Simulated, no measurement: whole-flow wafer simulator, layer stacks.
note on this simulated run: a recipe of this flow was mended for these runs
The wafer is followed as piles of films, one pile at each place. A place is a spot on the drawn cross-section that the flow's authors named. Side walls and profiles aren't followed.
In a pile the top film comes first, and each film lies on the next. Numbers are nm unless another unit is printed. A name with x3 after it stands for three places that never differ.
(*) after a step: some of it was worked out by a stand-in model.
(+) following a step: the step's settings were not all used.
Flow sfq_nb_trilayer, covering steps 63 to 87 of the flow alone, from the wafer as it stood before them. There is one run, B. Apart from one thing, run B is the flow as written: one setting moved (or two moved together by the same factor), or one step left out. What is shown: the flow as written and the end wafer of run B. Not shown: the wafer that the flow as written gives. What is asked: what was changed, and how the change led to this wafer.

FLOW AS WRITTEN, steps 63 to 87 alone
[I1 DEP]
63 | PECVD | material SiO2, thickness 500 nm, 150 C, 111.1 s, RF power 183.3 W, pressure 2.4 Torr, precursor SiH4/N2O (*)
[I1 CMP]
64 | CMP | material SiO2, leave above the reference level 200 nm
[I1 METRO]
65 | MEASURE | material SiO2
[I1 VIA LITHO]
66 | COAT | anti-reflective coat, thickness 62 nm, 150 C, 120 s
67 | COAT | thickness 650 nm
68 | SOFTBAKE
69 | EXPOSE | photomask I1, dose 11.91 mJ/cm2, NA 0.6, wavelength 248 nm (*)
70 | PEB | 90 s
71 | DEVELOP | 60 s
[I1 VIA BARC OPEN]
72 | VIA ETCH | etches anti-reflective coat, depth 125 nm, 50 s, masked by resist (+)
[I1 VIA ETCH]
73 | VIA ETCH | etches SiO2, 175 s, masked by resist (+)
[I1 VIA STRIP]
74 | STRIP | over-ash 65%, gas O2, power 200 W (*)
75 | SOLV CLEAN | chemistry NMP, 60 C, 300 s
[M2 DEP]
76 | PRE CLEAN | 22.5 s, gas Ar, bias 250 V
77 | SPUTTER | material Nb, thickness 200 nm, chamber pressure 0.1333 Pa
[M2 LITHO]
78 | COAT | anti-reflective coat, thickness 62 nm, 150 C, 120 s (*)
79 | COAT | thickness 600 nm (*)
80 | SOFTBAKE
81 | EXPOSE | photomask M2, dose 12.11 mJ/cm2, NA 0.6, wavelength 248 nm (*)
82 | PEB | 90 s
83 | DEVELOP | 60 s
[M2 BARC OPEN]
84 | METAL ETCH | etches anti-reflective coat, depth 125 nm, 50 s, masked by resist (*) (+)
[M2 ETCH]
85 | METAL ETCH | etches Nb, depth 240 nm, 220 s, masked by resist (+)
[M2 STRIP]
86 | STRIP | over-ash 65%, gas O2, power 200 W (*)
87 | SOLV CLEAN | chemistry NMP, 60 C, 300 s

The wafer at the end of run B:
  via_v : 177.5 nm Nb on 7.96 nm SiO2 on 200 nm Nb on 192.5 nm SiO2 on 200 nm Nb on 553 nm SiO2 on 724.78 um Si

What caused this: step 73, VIA ETCH: 124 s was run, while the flow as written has 175 s.

How this came from the change, step by step:
  73 | VIA ETCH | etches SiO2, 175 s, masked by resist (+)
      via_v: -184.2 SiO2 (as written it would have been: -199.7 SiO2 (all of it), -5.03 Nb)
      field_l, v_sur, via_wl and 102 more: -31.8 KrF-resist-other-grade (as written it would have been: -44.8 KrF-resist-other-grade)
  74 | STRIP | over-ash 65%, gas O2, power 200 W (*)
      field_l, v_sur, via_wl and 102 more: -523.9 KrF-resist-other-grade (all of it), -62 anti-reflective coat (all of it) (as written it would have been: -510.8 KrF-resist-other-grade (all of it), -62 anti-reflective coat (all of it))
  76 | PRE CLEAN | 22.5 s, gas Ar, bias 250 V
      via_v: -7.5 SiO2 (as written it would have been: -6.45 Nb)
  77 | SPUTTER | material Nb, thickness 200 nm, chamber pressure 0.1333 Pa
      via_v: +177.5 Nb (new film) (as written it would have been: +172.8 Nb)
  78 | COAT | anti-reflective coat, thickness 62 nm, 150 C, 120 s (*)
      via_v: +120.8 anti-reflective coat (new film) (as written it would have been: +125.2 anti-reflective coat (new film))
  79 | COAT | thickness 600 nm (*)
      via_v: +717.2 KrF-resist-other-grade (new film) (as written it would have been: +733.8 KrF-resist-other-grade (new film))
  86 | STRIP | over-ash 65%, gas O2, power 200 W (*)
      via_v: -481.5 KrF-resist-other-grade (all of it), -120.8 anti-reflective coat (all of it) (as written it would have been: -498 KrF-resist-other-grade (all of it), -125.2 anti-reflective coat (all of it))
With metal films that touch counted as one body, via_v has 3 bodies (between them, from the top down: SiO2 7.96; SiO2 192.5); the flow as written gives 2 bodies (between them, from the top down: SiO2 192.5).
